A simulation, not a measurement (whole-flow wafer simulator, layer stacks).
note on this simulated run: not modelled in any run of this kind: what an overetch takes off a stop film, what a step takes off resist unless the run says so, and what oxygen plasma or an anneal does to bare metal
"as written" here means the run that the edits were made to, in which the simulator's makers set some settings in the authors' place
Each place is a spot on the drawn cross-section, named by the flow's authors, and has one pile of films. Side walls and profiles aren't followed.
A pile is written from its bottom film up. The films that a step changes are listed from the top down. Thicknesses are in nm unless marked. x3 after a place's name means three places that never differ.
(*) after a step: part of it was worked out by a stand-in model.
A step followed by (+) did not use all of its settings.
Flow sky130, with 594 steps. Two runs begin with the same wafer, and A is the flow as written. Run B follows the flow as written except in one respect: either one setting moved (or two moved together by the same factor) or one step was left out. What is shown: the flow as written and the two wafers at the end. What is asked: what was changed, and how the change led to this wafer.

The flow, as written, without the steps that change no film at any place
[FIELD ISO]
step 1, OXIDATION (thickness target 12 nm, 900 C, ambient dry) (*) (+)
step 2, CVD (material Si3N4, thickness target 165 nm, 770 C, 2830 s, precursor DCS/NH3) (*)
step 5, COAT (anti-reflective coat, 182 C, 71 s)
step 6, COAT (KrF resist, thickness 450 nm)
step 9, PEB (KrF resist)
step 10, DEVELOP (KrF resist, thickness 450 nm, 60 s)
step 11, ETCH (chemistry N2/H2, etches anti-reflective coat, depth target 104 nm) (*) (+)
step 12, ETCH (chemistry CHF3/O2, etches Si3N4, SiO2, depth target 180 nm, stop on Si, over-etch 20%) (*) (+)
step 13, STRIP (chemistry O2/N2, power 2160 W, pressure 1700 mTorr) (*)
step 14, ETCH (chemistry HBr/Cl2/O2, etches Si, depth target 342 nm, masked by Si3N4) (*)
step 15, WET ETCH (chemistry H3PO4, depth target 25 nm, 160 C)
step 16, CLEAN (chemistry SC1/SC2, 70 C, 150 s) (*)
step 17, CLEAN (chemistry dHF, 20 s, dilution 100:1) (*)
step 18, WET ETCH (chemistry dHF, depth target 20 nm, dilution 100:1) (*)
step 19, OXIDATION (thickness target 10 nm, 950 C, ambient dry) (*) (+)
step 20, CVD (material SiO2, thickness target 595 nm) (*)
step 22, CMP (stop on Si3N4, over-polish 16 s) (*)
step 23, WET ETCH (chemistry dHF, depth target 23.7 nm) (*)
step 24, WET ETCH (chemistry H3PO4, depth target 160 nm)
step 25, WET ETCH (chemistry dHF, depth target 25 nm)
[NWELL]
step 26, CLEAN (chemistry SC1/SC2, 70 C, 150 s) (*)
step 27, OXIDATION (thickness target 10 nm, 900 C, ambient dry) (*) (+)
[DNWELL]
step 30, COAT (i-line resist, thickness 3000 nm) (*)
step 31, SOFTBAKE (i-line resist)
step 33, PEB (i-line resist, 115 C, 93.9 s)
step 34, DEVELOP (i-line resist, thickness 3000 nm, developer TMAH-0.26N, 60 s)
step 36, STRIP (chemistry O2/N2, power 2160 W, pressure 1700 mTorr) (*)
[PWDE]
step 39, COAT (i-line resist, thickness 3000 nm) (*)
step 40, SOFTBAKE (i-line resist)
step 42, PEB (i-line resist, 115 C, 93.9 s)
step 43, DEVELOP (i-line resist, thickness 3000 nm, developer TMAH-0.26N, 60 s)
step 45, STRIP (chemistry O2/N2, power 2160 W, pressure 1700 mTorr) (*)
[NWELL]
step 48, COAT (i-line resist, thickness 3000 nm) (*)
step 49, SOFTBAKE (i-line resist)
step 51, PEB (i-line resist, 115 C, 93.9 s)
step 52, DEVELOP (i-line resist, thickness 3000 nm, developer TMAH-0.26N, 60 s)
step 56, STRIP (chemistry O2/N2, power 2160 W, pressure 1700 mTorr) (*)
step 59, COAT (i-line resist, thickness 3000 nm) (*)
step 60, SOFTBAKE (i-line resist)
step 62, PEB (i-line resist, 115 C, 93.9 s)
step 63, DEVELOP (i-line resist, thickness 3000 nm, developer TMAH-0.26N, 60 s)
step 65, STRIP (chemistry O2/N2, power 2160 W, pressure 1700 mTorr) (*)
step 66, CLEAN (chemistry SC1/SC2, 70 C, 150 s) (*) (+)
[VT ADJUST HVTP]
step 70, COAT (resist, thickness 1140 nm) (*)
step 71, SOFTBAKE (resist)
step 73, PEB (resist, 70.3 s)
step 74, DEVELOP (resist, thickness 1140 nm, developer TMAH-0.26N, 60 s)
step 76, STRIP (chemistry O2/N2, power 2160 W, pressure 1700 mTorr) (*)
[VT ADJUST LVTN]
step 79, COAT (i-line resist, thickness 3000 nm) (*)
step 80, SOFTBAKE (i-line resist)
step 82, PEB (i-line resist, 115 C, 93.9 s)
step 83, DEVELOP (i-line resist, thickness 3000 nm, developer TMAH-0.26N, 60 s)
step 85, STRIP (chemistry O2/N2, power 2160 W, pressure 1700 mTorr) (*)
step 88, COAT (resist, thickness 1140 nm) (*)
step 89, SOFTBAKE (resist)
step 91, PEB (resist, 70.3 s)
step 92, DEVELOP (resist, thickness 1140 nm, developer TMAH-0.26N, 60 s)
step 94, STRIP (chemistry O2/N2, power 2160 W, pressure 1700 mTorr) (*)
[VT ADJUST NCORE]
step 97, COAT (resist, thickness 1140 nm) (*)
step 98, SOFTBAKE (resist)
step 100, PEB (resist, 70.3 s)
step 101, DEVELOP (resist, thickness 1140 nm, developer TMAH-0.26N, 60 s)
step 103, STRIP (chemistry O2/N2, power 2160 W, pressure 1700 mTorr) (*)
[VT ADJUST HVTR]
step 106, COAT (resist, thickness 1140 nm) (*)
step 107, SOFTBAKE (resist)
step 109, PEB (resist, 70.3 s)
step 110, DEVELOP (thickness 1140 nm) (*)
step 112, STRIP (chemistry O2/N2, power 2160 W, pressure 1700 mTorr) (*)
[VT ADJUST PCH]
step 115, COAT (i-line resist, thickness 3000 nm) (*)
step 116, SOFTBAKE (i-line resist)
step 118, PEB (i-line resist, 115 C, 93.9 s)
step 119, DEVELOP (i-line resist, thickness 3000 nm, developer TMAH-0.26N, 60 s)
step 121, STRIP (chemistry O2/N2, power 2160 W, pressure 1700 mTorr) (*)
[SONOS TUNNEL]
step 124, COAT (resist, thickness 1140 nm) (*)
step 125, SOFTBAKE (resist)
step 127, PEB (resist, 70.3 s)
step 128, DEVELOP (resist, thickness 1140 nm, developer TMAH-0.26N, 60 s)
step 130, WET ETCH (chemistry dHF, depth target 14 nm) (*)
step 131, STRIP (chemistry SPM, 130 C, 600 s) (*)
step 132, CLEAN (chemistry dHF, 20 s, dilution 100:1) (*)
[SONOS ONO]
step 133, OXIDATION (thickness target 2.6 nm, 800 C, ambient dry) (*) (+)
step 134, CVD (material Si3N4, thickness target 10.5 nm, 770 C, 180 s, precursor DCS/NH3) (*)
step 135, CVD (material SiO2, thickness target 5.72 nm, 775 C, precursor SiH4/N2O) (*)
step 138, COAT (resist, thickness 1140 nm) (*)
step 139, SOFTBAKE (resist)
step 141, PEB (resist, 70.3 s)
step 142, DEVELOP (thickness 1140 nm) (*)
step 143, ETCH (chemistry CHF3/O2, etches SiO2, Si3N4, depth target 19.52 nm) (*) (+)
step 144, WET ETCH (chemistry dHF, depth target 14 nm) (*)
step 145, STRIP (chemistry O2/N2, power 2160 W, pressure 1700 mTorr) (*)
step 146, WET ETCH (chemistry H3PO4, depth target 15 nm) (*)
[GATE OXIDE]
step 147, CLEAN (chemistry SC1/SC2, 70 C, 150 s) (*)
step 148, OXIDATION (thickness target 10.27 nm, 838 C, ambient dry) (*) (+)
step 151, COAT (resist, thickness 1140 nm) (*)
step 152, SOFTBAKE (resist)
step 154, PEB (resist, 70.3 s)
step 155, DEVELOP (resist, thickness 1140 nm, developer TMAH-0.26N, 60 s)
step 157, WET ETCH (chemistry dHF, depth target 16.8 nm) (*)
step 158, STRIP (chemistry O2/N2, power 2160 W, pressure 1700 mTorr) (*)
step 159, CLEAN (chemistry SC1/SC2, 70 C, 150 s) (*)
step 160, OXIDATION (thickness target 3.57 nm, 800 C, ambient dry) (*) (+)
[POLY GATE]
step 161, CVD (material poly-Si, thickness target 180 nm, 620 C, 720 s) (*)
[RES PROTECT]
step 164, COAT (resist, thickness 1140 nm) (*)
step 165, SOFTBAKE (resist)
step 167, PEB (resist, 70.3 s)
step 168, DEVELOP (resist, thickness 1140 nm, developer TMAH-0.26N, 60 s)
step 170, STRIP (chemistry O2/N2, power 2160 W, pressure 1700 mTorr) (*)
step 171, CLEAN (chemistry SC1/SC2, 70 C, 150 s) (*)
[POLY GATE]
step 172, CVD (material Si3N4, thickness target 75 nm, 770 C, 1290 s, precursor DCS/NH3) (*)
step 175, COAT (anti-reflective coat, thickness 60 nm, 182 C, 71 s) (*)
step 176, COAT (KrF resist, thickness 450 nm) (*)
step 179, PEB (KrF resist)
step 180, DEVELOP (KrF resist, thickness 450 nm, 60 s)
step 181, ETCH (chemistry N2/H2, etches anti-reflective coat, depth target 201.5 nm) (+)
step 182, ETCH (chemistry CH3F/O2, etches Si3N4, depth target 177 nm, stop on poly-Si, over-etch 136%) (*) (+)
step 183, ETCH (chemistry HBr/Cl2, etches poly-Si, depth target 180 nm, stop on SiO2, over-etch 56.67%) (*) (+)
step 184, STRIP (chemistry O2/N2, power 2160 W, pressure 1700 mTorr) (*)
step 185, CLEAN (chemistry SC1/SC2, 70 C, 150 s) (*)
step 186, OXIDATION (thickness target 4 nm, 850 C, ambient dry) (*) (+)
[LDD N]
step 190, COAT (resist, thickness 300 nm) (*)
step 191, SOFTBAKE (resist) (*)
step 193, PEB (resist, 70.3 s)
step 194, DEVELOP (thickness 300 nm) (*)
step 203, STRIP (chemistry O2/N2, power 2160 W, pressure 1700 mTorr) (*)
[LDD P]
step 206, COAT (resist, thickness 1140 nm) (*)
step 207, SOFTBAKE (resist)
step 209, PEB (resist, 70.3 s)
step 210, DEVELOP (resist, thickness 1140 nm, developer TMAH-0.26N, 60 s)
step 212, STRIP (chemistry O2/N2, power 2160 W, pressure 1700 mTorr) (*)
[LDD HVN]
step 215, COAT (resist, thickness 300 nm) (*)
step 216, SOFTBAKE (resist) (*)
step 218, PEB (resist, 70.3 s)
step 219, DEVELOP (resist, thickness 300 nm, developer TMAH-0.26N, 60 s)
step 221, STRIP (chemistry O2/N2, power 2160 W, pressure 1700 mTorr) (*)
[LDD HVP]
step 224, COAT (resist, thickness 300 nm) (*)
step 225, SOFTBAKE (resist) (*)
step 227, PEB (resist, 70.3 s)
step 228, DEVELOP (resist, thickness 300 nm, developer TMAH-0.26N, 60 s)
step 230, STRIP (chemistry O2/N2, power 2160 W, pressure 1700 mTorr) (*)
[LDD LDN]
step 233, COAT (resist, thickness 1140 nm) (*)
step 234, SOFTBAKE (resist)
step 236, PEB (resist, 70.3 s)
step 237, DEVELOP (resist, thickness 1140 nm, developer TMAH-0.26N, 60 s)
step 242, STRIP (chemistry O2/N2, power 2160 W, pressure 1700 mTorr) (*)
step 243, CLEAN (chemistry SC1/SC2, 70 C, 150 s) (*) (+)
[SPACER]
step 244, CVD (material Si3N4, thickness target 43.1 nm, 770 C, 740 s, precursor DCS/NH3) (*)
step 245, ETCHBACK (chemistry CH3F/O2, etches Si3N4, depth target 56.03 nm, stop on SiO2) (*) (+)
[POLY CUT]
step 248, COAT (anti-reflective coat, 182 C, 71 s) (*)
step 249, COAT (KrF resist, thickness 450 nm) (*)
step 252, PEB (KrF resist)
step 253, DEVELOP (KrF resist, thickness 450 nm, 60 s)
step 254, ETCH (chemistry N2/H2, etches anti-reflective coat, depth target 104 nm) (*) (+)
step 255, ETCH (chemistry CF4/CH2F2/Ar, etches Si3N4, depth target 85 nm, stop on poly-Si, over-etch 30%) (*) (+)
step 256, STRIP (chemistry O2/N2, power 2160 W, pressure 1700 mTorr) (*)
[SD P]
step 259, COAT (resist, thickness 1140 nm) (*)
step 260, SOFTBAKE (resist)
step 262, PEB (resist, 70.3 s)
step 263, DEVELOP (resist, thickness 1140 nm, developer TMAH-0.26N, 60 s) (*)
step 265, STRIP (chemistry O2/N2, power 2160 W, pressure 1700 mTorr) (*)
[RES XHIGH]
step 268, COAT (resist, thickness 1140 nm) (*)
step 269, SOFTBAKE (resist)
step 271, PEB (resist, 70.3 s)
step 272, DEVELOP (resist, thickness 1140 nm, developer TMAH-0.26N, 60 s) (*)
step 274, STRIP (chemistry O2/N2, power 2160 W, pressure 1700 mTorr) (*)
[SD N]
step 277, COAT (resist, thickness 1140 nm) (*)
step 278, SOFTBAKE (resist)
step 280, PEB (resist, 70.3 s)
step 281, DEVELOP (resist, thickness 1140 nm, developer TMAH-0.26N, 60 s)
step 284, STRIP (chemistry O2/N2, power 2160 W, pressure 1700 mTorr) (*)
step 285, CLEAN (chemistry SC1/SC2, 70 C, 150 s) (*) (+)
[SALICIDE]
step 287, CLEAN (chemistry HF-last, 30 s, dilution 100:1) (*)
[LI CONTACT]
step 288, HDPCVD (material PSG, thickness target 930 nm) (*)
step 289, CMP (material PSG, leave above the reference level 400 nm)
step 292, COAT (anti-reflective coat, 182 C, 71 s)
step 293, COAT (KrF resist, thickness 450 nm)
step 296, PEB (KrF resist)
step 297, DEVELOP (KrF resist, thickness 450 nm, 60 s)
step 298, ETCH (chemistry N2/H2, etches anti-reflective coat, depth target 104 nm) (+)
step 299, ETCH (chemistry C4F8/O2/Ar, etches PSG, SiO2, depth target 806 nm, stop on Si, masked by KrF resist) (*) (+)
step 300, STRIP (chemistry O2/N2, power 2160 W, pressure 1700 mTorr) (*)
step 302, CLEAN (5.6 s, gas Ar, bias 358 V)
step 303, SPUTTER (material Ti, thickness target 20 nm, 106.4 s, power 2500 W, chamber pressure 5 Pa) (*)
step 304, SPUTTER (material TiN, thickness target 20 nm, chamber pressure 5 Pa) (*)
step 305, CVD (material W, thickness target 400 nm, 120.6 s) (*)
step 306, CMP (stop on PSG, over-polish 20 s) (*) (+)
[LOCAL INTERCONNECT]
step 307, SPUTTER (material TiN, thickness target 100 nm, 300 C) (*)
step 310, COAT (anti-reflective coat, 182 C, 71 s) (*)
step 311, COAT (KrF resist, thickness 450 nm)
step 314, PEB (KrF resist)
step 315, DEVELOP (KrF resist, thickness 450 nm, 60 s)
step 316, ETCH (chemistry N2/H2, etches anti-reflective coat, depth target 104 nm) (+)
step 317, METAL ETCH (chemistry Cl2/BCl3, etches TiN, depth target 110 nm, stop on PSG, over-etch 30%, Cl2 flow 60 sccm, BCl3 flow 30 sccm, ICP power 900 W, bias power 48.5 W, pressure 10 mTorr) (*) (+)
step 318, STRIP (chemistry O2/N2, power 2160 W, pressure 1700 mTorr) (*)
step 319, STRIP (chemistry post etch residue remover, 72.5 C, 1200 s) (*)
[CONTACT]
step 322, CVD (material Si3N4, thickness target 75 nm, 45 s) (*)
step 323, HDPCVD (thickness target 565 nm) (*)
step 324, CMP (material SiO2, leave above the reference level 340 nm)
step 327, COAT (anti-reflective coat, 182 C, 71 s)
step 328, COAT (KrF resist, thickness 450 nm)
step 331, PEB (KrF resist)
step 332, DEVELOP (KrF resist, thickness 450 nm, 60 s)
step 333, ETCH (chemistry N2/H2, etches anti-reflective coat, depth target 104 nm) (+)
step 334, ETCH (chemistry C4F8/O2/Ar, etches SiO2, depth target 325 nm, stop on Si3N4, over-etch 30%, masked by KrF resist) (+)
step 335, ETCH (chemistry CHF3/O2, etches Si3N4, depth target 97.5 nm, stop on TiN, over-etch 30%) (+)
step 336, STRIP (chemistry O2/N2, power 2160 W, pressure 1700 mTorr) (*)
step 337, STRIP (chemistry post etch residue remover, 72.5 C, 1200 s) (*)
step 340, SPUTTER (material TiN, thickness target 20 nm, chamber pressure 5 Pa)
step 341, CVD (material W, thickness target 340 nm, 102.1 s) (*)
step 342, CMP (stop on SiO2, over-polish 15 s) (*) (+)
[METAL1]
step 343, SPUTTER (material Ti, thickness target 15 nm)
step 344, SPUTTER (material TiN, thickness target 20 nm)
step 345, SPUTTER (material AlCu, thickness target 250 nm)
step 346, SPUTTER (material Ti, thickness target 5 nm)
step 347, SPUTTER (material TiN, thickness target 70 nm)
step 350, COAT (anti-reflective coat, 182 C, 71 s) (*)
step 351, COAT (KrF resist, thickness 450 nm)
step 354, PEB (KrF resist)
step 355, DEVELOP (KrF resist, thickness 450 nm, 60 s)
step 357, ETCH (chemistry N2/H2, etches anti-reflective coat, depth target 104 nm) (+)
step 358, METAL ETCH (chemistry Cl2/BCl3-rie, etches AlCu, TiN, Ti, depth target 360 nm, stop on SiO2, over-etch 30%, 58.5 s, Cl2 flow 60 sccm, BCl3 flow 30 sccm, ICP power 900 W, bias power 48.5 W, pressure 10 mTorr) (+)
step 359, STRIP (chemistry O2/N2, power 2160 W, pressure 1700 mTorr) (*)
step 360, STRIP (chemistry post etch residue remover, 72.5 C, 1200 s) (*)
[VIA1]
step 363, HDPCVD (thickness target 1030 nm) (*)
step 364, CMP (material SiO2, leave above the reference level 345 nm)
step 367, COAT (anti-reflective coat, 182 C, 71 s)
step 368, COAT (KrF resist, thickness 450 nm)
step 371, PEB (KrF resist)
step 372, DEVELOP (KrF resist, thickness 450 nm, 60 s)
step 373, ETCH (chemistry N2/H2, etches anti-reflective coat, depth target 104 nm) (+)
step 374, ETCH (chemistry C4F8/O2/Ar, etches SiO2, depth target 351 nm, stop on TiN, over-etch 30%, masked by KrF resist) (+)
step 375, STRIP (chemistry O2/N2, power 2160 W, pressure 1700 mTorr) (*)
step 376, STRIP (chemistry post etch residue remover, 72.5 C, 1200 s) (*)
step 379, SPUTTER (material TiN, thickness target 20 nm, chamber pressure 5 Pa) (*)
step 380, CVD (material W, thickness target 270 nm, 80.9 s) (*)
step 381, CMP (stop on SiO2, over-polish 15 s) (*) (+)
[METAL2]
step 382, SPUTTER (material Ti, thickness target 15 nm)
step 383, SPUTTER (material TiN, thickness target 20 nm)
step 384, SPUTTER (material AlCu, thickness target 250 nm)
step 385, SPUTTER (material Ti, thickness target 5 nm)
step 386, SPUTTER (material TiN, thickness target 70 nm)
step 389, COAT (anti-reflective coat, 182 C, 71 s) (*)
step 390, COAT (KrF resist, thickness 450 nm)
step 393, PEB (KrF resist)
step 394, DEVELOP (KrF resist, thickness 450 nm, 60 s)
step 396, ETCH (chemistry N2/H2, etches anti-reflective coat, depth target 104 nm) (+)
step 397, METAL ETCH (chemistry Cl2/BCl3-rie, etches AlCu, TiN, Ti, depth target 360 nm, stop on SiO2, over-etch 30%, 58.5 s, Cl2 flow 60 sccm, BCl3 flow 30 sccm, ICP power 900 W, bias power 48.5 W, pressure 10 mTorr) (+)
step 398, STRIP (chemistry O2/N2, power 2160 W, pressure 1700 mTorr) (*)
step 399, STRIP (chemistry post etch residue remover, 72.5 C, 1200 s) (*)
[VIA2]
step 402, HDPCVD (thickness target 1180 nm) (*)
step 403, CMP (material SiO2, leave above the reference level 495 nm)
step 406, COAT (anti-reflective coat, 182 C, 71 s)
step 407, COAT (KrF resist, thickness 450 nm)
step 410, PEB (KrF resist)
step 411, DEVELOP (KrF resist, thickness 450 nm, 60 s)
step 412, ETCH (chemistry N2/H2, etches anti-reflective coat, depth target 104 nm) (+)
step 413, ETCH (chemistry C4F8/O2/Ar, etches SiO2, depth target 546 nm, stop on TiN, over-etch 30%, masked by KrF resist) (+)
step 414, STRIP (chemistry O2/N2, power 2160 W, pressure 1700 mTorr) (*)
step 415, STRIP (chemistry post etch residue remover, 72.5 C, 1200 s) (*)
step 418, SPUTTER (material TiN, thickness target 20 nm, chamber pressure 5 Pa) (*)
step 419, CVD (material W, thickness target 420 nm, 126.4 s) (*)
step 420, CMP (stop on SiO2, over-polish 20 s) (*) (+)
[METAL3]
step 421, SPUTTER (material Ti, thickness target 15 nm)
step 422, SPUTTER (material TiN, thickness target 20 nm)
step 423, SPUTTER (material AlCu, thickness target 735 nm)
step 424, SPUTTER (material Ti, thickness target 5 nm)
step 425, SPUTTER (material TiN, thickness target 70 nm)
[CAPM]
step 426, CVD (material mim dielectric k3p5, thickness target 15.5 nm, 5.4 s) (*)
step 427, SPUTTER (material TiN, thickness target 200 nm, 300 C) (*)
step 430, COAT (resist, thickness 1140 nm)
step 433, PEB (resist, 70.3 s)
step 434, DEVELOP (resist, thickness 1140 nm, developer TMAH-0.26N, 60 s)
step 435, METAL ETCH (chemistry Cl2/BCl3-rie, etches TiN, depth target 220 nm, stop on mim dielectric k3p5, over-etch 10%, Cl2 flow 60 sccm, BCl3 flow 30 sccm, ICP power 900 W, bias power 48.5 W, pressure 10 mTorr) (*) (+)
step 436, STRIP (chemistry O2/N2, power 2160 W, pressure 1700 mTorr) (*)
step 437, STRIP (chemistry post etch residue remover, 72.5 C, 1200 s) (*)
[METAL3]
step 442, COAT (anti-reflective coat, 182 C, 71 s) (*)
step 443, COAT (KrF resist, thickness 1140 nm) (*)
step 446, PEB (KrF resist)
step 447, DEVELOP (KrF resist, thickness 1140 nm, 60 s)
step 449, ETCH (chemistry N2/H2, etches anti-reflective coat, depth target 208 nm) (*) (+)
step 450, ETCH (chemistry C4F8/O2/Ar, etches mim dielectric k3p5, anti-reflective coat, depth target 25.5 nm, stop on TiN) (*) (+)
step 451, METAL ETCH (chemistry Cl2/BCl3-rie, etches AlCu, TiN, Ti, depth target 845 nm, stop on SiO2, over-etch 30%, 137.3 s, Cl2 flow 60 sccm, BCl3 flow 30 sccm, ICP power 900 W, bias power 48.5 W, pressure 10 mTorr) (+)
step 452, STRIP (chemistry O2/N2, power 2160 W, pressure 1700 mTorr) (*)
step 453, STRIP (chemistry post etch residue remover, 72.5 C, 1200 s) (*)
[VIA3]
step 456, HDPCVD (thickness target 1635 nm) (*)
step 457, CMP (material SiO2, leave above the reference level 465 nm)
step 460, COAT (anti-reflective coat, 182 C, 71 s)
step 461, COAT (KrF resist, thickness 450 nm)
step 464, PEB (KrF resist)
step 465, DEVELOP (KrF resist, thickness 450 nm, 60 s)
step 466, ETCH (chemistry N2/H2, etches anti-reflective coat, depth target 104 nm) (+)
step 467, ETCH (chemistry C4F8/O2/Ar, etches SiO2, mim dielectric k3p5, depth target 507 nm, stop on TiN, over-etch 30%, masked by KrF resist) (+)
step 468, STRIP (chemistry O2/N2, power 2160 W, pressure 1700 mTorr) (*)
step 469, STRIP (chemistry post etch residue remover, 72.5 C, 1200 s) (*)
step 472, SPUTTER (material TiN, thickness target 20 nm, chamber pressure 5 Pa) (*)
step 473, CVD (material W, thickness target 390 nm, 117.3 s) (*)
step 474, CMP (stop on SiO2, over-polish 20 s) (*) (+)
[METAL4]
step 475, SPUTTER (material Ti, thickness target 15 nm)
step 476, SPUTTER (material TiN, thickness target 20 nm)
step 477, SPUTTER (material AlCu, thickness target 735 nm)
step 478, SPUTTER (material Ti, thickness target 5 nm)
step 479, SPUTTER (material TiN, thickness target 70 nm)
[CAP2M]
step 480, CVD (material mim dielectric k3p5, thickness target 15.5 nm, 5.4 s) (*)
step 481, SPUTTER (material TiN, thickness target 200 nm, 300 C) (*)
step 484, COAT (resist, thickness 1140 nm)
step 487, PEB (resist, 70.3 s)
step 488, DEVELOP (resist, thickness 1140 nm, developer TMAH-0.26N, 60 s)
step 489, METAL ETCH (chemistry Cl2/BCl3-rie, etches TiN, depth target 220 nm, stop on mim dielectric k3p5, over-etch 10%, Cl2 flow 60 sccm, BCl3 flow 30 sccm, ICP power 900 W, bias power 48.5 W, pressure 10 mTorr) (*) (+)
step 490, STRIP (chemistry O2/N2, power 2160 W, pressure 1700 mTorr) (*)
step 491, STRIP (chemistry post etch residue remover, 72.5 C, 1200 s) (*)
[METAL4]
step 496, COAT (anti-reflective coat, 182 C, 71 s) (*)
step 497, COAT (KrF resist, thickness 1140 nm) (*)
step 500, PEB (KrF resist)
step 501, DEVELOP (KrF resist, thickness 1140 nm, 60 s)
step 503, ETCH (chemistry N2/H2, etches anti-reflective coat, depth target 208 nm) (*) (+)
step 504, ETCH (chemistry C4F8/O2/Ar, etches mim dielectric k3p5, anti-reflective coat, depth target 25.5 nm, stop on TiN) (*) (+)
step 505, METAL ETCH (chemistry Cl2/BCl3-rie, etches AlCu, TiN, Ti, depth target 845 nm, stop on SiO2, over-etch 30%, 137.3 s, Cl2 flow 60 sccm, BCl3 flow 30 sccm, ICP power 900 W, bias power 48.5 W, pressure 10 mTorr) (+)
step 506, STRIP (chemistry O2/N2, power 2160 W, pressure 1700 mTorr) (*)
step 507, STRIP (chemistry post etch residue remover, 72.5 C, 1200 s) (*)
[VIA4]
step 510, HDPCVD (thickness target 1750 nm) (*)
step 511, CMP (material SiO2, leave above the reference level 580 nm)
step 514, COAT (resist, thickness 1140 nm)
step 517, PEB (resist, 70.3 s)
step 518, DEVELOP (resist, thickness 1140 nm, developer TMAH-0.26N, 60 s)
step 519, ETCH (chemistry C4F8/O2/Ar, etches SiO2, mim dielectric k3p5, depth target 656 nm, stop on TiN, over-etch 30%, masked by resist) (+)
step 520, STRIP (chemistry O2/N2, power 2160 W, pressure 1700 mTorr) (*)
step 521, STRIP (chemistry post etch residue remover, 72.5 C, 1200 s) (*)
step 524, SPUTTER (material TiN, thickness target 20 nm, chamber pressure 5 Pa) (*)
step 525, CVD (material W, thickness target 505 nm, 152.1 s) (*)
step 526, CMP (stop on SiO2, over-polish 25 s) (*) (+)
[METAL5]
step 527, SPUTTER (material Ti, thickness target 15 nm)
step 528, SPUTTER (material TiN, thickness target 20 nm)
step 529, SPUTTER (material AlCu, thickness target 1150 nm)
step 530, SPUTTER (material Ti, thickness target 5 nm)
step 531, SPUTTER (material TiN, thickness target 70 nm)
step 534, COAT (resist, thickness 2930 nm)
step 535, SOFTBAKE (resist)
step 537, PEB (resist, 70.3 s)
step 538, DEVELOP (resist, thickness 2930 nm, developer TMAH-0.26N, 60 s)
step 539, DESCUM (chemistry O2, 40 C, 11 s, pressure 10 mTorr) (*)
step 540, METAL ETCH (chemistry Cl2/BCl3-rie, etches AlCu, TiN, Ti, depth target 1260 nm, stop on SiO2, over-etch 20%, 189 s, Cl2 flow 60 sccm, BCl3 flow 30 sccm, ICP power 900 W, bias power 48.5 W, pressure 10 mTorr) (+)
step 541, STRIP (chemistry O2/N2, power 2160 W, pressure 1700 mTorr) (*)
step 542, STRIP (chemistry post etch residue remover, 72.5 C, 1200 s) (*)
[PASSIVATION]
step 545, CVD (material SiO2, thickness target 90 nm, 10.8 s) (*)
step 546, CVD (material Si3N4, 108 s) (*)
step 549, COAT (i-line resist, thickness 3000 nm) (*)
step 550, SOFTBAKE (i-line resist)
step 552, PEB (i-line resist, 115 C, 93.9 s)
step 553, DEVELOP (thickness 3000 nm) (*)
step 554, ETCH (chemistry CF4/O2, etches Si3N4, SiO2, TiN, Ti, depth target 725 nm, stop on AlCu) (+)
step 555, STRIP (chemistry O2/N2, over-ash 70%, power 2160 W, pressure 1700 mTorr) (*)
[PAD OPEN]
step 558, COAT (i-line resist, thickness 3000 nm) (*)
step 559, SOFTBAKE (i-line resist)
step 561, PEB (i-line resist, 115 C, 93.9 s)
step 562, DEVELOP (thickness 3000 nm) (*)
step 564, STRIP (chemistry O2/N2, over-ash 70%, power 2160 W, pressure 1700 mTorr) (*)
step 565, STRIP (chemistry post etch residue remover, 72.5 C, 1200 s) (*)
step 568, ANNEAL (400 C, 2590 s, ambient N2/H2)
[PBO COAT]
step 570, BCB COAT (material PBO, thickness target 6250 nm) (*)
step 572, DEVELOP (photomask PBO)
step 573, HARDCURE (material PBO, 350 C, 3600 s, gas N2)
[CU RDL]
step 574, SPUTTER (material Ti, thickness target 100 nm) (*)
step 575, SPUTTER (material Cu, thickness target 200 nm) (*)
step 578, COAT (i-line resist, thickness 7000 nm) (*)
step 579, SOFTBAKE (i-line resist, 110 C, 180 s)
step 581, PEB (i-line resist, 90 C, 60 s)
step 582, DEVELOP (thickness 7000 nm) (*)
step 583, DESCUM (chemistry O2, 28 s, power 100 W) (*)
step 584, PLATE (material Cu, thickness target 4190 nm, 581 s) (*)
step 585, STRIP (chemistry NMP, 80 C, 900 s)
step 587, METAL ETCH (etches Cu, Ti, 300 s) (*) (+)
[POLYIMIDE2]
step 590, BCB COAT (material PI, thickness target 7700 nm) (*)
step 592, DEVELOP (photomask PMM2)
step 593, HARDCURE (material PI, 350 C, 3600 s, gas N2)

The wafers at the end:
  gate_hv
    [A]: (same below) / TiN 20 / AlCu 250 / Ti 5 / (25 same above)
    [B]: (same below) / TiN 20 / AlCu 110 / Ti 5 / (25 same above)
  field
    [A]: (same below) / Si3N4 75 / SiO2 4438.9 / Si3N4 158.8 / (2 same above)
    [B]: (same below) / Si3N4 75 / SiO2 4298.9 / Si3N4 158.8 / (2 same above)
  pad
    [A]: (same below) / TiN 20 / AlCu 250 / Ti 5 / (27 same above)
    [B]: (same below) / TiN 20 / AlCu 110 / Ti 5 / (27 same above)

What caused this: step 345, SPUTTER: thickness target 110 nm was run, though the flow has thickness target 250 nm.
The wafer lets one read it off: gate_hv has AlCu 110, and step 345 as written asks for 250 nm.

Step by step, how the change led to this:
  step 345, SPUTTER (material AlCu, thickness target 250 nm)
      field, active, n_well and 188 more: A +250 AlCu (new film) | B +110 AlCu (new film)
  step 358, METAL ETCH (chemistry Cl2/BCl3-rie, etches AlCu, TiN, Ti, depth target 360 nm, stop on SiO2, over-etch 30%, 58.5 s, Cl2 flow 60 sccm, BCl3 flow 30 sccm, ICP power 900 W, bias power 48.5 W, pressure 10 mTorr) (+)
      field, active, gate and 81 more: A -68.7 TiN (all of it), -5 Ti (all of it), -250 AlCu (all of it), -20 TiN (all of it), -15 Ti (all of it), -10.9 SiO2 | B -68.7 TiN (all of it), -5 Ti (all of it), -110 AlCu (all of it), -20 TiN (all of it), -15 Ti (all of it), -24.9 SiO2
  step 364, CMP (material SiO2, leave above the reference level 345 nm)
      field, active, gate and 81 more: A -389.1 SiO2 | B -515.1 SiO2
